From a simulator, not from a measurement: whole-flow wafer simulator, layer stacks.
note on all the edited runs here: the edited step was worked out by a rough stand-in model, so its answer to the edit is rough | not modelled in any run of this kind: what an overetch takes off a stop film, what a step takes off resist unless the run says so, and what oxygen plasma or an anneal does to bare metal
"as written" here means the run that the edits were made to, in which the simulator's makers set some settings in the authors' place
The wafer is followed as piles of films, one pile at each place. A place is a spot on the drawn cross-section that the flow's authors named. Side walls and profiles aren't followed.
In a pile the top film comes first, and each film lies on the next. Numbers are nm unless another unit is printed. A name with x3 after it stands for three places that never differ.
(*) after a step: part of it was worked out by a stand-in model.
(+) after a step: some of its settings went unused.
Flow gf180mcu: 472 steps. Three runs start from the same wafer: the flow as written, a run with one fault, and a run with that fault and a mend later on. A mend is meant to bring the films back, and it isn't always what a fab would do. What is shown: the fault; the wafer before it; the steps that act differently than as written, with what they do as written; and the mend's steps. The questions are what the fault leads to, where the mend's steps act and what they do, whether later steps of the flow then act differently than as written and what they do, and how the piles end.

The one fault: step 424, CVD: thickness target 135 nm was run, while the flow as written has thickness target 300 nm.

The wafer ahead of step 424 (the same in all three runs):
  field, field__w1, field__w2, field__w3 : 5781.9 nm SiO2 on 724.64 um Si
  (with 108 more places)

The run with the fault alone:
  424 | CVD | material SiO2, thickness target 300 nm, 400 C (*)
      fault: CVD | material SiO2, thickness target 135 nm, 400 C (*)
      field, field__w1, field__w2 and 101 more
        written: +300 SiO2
        fault: +135 SiO2
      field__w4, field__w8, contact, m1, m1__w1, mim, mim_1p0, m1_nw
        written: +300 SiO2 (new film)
        fault: +135 SiO2 (new film)
  Later steps of the flow acting differently than as written:
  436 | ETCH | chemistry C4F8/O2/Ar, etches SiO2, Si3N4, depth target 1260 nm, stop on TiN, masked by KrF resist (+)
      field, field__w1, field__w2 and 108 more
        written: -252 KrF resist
        fault: -211.9 KrF resist
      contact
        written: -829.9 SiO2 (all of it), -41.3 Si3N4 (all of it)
        fault: -664.9 SiO2 (all of it), -41.3 Si3N4 (all of it)
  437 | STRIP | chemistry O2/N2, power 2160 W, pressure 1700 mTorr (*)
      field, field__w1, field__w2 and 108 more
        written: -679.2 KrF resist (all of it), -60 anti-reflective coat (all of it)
        fault: -719.3 KrF resist (all of it), -60 anti-reflective coat (all of it)
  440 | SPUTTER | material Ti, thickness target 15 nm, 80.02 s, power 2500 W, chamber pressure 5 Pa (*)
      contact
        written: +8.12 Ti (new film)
        fault: +8.93 Ti (new film)
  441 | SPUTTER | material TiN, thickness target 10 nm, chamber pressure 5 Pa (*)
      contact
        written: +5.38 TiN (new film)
        fault: +5.92 TiN (new film)
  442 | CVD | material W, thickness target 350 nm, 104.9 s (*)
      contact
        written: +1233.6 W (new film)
        fault: +1067.2 W (new film)
  The piles end different from the flow's at field, field__w1, field__w2 and 109 more by more than 2% or 0.5 nm, whichever is larger.
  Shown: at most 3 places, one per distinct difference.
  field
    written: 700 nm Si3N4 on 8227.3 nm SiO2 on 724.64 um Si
    fault: 700 nm Si3N4 on 8062.3 nm SiO2 on 724.64 um Si
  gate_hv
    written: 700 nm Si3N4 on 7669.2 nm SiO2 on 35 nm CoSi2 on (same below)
    fault: 700 nm Si3N4 on 7504.2 nm SiO2 on 35 nm CoSi2 on (same below)
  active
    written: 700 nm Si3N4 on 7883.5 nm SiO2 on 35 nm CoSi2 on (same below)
    fault: 700 nm Si3N4 on 7718.5 nm SiO2 on 35 nm CoSi2 on (same below)

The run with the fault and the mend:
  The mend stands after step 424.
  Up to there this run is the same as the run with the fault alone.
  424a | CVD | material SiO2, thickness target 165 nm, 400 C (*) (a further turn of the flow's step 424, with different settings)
      field, field__w1, field__w2 and 109 more
        +165 SiO2
  Every later step of the flow that is run acts as written at every place that is followed.
  The piles end the same as the flow's at every place that both follow.
